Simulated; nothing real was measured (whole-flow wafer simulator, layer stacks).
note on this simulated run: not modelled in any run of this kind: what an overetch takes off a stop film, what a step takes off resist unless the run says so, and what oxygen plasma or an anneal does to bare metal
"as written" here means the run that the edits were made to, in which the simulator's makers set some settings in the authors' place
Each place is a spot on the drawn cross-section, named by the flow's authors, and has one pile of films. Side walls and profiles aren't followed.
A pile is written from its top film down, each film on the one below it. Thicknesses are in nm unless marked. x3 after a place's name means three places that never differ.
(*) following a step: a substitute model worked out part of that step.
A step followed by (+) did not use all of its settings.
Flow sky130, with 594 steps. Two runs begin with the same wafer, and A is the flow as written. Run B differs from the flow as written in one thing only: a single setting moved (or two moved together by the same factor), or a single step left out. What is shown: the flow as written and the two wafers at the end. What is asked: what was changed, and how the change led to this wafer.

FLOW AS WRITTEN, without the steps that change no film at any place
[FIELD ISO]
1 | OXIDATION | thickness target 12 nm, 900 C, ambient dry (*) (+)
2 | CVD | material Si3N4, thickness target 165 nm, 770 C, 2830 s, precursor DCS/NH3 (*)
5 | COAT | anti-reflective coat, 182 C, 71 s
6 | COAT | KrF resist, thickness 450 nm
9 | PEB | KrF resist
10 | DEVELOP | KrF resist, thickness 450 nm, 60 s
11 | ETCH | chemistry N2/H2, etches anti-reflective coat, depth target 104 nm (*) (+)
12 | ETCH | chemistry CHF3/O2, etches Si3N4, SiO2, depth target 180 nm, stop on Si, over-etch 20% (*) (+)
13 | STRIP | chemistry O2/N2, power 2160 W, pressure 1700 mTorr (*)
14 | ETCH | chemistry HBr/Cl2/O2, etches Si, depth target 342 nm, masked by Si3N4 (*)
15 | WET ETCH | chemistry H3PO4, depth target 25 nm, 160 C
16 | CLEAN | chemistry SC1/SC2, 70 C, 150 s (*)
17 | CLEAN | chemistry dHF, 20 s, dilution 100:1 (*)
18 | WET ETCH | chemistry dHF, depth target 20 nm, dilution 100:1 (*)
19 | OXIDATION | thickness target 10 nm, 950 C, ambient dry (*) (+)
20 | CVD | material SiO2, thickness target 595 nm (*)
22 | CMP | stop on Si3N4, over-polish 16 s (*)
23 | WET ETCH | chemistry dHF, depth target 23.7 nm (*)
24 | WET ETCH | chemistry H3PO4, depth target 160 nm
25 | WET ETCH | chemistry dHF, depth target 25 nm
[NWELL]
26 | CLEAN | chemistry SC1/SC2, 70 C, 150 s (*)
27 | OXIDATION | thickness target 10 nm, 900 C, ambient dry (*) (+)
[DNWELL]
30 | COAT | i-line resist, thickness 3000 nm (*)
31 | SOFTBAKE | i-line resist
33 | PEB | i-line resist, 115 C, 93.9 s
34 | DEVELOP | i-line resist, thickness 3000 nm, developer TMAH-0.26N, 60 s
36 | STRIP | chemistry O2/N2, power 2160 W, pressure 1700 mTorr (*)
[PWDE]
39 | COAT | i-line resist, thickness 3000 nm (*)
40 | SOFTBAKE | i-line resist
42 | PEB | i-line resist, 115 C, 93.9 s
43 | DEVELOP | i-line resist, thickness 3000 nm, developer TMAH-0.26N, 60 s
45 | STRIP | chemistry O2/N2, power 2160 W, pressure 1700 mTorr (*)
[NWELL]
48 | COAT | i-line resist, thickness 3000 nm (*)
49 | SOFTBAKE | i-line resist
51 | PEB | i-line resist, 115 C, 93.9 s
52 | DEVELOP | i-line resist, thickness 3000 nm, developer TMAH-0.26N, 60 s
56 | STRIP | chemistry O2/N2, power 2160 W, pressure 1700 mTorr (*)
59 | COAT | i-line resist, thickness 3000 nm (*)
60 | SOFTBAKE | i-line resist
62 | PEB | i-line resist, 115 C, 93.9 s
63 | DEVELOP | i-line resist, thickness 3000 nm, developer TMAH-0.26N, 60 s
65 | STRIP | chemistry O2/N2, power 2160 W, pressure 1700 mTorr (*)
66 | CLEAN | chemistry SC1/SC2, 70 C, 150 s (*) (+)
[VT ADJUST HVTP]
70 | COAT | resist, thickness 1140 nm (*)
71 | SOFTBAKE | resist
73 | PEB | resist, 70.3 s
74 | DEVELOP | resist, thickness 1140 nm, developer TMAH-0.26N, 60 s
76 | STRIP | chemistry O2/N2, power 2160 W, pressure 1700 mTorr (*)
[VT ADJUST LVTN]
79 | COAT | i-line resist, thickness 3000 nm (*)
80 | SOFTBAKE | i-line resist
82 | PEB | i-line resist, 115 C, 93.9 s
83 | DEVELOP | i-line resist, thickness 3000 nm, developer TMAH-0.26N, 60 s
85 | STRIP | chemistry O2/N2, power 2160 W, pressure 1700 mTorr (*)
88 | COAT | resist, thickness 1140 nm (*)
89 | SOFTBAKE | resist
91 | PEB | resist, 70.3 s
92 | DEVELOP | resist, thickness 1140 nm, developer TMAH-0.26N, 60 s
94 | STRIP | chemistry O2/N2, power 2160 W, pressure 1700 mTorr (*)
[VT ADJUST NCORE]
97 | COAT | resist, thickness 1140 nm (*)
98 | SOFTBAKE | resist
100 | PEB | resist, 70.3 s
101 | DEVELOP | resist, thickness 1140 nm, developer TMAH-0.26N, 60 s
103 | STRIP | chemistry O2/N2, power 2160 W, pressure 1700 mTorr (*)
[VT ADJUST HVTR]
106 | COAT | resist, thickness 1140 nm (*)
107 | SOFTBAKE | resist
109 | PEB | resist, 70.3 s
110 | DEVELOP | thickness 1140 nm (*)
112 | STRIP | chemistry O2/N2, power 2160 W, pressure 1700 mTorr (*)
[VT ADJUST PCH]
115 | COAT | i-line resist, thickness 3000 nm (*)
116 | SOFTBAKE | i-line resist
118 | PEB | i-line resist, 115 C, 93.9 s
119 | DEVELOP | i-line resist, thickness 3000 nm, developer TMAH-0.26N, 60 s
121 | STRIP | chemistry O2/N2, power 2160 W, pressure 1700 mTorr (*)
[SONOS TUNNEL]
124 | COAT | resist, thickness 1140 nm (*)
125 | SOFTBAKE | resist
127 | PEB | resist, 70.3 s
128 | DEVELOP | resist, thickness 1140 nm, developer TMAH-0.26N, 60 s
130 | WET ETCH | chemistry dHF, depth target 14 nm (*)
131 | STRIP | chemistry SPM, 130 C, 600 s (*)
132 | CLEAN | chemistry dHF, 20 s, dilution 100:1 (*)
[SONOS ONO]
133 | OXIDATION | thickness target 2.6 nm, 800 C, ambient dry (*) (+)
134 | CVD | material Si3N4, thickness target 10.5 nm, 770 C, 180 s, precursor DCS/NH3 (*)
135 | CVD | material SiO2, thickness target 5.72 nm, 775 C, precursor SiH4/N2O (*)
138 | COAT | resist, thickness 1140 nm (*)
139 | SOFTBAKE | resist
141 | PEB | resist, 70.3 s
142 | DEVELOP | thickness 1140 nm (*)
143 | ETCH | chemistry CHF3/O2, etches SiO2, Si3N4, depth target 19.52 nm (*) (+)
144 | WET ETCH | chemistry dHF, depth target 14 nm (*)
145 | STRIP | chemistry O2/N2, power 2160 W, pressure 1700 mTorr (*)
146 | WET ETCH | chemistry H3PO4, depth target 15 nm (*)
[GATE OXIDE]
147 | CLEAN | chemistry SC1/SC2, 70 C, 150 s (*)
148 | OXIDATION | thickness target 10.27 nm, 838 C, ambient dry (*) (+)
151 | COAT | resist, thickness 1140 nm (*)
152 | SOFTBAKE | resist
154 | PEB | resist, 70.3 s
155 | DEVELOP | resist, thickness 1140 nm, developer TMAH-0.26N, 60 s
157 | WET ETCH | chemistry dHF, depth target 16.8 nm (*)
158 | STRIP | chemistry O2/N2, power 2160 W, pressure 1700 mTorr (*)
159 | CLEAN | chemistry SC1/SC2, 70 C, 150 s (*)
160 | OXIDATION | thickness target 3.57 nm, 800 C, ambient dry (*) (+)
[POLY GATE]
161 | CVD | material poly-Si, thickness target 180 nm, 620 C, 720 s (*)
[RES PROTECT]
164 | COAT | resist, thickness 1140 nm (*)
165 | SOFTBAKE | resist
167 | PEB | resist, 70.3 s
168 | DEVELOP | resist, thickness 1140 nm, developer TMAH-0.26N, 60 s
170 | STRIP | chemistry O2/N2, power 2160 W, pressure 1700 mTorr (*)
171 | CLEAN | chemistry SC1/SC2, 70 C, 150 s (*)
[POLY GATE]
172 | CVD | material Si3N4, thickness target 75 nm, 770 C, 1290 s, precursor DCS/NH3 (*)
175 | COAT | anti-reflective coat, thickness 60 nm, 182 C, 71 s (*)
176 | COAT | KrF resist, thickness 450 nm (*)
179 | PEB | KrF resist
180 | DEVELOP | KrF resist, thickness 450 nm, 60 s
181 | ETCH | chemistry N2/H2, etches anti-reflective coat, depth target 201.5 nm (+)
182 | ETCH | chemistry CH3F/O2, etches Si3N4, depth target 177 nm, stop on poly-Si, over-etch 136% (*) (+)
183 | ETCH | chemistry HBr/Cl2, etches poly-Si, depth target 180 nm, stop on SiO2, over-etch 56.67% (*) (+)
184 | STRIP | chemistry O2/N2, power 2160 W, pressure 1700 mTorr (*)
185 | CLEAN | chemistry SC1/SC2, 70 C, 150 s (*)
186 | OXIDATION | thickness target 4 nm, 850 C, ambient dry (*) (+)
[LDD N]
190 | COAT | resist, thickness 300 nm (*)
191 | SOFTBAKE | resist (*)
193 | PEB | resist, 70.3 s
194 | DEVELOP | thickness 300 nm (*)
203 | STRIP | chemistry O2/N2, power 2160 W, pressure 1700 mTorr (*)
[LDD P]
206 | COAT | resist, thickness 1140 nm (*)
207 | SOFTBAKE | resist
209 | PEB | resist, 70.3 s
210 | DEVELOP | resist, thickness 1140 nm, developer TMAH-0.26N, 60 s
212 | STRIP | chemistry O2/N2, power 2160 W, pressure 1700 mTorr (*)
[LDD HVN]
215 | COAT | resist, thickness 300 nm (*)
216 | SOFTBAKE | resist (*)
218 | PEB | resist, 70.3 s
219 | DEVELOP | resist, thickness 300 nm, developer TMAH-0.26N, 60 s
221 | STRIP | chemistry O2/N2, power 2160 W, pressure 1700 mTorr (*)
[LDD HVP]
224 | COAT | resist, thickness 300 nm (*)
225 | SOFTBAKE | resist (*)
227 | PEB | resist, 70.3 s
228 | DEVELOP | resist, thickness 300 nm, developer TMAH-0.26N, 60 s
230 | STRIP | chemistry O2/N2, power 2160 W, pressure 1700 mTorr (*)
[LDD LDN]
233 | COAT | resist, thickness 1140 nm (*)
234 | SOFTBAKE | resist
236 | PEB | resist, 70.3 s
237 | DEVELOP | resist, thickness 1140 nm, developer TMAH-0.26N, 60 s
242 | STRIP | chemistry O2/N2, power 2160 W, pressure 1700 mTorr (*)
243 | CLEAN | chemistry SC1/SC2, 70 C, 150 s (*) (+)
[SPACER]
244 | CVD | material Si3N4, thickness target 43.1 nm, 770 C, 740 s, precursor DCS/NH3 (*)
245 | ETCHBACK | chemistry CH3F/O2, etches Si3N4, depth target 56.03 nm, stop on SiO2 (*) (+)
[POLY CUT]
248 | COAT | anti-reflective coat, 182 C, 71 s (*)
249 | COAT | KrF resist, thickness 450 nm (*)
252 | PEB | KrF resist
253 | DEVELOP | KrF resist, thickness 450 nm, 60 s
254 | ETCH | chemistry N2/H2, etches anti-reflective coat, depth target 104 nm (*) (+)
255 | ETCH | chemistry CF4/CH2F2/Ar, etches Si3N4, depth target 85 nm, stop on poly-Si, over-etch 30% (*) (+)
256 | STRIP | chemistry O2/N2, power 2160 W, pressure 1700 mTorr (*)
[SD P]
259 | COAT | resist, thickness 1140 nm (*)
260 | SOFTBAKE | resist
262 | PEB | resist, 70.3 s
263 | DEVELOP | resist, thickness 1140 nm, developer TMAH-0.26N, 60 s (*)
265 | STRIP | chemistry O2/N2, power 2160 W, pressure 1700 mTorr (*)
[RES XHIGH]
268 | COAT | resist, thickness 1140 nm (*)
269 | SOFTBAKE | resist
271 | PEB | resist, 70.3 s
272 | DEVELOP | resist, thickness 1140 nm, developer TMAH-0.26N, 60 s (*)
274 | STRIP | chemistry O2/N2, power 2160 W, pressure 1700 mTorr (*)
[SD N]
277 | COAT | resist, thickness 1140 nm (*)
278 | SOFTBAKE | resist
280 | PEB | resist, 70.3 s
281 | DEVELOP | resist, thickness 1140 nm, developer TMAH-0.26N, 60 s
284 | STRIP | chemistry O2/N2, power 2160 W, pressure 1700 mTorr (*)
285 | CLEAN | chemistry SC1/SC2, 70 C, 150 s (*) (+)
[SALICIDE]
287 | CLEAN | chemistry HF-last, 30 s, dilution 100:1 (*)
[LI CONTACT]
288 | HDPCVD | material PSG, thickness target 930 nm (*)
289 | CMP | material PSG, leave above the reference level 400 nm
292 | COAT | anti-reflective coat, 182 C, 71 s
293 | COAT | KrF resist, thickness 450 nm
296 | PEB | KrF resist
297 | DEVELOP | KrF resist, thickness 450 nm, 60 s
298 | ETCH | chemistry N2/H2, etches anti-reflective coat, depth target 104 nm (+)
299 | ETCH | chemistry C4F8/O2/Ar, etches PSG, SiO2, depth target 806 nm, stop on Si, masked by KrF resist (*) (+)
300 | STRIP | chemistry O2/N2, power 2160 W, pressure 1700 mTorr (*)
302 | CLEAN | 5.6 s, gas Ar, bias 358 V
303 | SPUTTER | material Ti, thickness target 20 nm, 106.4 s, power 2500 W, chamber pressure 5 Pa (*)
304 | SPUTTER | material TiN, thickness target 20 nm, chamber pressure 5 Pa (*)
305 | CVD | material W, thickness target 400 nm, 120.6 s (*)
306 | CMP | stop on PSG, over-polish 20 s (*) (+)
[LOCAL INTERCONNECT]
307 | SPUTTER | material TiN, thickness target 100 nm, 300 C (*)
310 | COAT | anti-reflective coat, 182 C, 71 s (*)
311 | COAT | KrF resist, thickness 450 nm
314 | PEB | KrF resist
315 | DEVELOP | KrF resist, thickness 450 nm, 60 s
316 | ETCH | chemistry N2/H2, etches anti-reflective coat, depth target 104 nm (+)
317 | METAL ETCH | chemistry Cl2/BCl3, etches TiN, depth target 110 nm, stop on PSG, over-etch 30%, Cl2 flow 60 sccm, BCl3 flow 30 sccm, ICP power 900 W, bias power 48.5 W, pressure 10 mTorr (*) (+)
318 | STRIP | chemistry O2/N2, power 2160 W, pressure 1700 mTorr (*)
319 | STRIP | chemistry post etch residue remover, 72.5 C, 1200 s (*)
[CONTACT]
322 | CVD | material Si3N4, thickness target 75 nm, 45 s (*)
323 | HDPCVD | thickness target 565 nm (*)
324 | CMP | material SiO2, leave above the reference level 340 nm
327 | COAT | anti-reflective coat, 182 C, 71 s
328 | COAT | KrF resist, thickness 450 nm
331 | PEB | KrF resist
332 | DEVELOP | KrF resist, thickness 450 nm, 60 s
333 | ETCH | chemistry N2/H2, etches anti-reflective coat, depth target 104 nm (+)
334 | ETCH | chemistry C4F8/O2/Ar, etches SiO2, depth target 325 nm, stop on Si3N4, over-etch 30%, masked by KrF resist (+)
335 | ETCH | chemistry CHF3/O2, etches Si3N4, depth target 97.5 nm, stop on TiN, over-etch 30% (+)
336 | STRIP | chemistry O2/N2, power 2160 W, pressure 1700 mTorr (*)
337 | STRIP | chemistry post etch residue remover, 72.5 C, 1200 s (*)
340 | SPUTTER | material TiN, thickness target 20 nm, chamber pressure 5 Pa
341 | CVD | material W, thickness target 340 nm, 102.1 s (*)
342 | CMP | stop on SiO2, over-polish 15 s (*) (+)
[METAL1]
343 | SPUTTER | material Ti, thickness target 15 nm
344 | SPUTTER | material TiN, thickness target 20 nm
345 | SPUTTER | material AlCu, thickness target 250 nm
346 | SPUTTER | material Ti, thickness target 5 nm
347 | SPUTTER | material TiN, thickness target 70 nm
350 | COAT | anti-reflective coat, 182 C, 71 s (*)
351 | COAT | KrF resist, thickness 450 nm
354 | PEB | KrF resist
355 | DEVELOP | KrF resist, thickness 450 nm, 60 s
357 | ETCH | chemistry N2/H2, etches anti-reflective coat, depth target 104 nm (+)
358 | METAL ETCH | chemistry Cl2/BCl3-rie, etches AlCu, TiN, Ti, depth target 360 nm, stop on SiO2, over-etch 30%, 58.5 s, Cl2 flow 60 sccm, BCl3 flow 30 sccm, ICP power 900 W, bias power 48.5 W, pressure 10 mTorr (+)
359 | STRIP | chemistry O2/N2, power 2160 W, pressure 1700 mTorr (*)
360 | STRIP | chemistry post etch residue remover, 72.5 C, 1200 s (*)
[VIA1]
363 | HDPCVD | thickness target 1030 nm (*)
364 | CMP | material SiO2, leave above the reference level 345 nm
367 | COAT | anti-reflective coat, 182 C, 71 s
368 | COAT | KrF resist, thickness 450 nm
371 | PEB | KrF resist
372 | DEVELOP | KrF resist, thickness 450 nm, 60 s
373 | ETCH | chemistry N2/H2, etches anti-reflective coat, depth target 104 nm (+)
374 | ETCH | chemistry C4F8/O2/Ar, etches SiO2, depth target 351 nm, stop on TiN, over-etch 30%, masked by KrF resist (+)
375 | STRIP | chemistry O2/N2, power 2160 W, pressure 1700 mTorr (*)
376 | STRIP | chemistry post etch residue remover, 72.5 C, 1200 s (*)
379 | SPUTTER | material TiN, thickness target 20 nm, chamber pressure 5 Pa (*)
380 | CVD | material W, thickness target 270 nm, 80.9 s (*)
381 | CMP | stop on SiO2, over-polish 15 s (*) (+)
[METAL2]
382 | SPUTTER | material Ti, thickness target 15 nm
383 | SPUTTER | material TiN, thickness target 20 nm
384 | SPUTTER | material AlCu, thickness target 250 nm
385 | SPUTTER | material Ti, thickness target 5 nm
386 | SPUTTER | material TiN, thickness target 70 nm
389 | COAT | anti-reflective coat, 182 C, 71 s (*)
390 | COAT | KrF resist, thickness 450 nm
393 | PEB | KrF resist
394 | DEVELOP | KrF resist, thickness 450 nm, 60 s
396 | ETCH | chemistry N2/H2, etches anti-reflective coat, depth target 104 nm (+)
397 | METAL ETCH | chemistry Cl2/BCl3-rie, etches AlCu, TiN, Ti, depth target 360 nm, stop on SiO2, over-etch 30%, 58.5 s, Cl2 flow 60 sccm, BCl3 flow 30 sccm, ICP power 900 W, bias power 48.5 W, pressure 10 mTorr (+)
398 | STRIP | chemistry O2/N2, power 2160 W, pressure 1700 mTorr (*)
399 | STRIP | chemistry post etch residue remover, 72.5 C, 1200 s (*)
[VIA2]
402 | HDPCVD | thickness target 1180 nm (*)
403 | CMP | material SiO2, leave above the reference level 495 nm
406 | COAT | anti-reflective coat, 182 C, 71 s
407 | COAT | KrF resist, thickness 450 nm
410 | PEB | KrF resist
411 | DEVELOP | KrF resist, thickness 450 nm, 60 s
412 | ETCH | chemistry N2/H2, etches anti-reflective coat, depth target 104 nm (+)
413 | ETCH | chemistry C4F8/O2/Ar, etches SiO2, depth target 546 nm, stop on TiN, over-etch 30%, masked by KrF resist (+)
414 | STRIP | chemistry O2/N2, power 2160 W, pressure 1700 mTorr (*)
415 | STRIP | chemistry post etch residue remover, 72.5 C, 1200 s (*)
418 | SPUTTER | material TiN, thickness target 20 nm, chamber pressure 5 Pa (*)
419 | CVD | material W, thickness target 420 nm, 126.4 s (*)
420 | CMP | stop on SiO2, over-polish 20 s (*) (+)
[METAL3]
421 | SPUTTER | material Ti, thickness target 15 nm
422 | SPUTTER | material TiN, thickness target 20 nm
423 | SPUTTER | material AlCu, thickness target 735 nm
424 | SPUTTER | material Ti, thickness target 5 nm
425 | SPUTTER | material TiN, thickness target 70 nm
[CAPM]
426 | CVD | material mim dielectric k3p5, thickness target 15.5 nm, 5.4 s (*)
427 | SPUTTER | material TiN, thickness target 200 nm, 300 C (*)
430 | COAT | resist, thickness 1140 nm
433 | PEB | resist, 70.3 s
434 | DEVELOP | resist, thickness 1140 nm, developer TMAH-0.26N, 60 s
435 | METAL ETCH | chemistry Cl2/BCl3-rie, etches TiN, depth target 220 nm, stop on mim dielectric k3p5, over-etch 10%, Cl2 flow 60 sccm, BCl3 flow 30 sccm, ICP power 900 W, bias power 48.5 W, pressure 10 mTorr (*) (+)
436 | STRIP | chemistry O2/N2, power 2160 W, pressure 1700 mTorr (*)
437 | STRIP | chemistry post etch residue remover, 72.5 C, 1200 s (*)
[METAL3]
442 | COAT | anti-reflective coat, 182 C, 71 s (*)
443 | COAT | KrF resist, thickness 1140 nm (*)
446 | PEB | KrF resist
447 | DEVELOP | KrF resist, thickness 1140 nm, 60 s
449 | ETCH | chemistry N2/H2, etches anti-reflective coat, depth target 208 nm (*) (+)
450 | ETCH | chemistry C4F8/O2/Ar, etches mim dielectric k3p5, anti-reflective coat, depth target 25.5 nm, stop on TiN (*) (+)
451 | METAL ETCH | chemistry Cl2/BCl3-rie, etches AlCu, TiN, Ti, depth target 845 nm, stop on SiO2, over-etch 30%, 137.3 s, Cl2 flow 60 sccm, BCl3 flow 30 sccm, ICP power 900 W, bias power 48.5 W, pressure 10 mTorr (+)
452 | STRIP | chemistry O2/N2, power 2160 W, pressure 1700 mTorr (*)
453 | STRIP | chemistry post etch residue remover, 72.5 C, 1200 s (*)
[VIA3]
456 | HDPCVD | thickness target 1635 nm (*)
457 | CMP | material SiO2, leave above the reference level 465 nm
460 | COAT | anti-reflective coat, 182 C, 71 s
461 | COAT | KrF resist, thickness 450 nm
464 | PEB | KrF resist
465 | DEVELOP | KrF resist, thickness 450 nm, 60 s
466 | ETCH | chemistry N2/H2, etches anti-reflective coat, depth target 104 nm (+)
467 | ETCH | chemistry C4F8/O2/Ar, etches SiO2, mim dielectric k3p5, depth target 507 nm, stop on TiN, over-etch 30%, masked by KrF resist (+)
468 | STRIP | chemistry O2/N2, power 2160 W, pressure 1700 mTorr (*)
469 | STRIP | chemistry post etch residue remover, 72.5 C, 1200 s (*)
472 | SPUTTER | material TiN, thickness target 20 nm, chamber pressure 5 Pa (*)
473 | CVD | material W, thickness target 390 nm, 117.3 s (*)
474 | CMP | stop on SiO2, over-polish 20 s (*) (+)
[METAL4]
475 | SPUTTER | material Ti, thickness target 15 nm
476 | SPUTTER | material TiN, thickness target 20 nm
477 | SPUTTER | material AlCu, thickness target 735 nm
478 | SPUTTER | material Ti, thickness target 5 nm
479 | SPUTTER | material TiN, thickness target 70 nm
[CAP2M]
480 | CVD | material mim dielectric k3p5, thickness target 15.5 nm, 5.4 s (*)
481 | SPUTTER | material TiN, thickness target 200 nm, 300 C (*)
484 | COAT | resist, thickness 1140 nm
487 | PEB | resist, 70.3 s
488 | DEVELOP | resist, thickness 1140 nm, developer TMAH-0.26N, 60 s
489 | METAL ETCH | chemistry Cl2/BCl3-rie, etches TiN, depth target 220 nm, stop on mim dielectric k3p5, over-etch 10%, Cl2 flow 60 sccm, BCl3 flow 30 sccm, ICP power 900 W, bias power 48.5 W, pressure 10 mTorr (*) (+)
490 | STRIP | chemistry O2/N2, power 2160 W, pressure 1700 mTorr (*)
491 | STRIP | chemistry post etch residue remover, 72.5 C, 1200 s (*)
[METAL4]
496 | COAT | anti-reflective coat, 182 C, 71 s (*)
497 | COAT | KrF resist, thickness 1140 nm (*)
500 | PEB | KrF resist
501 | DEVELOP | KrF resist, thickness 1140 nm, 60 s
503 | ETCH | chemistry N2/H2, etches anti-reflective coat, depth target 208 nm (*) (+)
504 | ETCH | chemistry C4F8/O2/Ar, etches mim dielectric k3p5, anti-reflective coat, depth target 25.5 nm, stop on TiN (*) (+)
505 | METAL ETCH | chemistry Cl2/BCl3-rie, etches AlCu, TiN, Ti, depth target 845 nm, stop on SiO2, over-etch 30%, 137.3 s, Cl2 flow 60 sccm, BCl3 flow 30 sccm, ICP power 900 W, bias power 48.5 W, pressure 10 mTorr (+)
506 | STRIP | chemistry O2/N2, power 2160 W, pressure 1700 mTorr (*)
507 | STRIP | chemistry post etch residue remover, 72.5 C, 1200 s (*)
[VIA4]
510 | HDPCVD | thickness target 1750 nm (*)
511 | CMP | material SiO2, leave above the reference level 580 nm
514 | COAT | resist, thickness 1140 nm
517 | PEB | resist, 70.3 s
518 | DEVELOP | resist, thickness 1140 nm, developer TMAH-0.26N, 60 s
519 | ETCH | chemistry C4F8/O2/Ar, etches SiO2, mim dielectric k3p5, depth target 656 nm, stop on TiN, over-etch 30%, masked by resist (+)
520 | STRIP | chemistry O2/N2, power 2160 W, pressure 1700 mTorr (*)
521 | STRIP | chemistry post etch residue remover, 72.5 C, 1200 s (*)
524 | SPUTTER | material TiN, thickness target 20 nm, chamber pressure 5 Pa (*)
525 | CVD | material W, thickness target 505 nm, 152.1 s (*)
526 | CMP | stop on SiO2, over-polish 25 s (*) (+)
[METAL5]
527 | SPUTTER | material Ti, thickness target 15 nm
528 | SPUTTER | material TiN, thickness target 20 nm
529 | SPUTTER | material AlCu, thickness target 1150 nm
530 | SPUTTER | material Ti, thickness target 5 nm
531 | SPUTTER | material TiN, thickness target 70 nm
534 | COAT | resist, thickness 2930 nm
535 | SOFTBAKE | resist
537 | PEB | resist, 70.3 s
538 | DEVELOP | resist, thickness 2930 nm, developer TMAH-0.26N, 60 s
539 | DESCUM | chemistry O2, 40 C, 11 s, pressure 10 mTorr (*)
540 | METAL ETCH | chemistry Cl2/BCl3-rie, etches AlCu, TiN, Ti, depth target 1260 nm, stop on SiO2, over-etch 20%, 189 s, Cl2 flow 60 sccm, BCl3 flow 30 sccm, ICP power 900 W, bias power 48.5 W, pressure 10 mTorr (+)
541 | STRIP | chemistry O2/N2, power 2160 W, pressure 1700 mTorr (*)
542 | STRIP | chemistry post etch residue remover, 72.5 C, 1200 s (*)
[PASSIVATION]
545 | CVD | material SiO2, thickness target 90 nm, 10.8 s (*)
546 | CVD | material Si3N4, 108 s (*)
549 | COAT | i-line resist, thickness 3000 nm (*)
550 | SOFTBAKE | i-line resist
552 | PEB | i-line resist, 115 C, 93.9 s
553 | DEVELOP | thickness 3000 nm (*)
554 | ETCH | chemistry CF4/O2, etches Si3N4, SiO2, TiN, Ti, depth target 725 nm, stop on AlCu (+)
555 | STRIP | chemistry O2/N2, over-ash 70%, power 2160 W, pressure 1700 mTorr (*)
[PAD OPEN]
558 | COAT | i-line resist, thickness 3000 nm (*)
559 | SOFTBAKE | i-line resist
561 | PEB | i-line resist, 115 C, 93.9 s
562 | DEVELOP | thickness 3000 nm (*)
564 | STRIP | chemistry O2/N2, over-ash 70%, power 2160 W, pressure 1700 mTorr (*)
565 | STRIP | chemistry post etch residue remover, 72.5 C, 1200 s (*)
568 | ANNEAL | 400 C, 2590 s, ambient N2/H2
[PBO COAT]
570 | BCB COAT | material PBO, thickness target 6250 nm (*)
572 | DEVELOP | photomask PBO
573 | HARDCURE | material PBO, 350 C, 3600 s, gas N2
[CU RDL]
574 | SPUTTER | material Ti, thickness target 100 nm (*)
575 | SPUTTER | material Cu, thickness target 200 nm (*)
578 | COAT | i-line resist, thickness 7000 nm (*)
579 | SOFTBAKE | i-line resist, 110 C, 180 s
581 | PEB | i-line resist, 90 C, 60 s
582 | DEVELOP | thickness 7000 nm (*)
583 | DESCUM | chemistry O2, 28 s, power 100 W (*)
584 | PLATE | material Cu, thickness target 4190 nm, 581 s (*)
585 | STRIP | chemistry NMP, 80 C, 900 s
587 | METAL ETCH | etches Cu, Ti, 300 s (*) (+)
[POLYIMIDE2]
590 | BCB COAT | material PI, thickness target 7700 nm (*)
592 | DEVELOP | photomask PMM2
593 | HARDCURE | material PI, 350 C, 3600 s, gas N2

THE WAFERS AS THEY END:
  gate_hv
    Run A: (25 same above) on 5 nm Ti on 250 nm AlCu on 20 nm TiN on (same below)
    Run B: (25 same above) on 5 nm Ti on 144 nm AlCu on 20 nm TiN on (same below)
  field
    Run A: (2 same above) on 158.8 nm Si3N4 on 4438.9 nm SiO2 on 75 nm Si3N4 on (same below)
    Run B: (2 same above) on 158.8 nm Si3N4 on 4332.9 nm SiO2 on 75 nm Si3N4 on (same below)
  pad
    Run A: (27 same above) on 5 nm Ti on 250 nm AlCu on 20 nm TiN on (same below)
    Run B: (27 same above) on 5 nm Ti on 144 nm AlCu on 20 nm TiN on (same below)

Cause: step 345, SPUTTER: thickness target 144 nm was run, while the flow as written has thickness target 250 nm.
One can read it off the wafer: gate_hv has AlCu 144, and step 345 as written asks for 250 nm.

How this came from the change, step by step:
  345 | SPUTTER | material AlCu, thickness target 250 nm
      field, active, n_well and 188 more: A +250 AlCu (new film) | B +144 AlCu (new film)
  358 | METAL ETCH | chemistry Cl2/BCl3-rie, etches AlCu, TiN, Ti, depth target 360 nm, stop on SiO2, over-etch 30%, 58.5 s, Cl2 flow 60 sccm, BCl3 flow 30 sccm, ICP power 900 W, bias power 48.5 W, pressure 10 mTorr (+)
      field, active, gate and 81 more: A -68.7 TiN (all of it), -5 Ti (all of it), -250 AlCu (all of it), -20 TiN (all of it), -15 Ti (all of it), -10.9 SiO2 | B -68.7 TiN (all of it), -5 Ti (all of it), -144 AlCu (all of it), -20 TiN (all of it), -15 Ti (all of it), -21.5 SiO2
  364 | CMP | material SiO2, leave above the reference level 345 nm
      field, active, gate and 81 more: A -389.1 SiO2 | B -484.5 SiO2
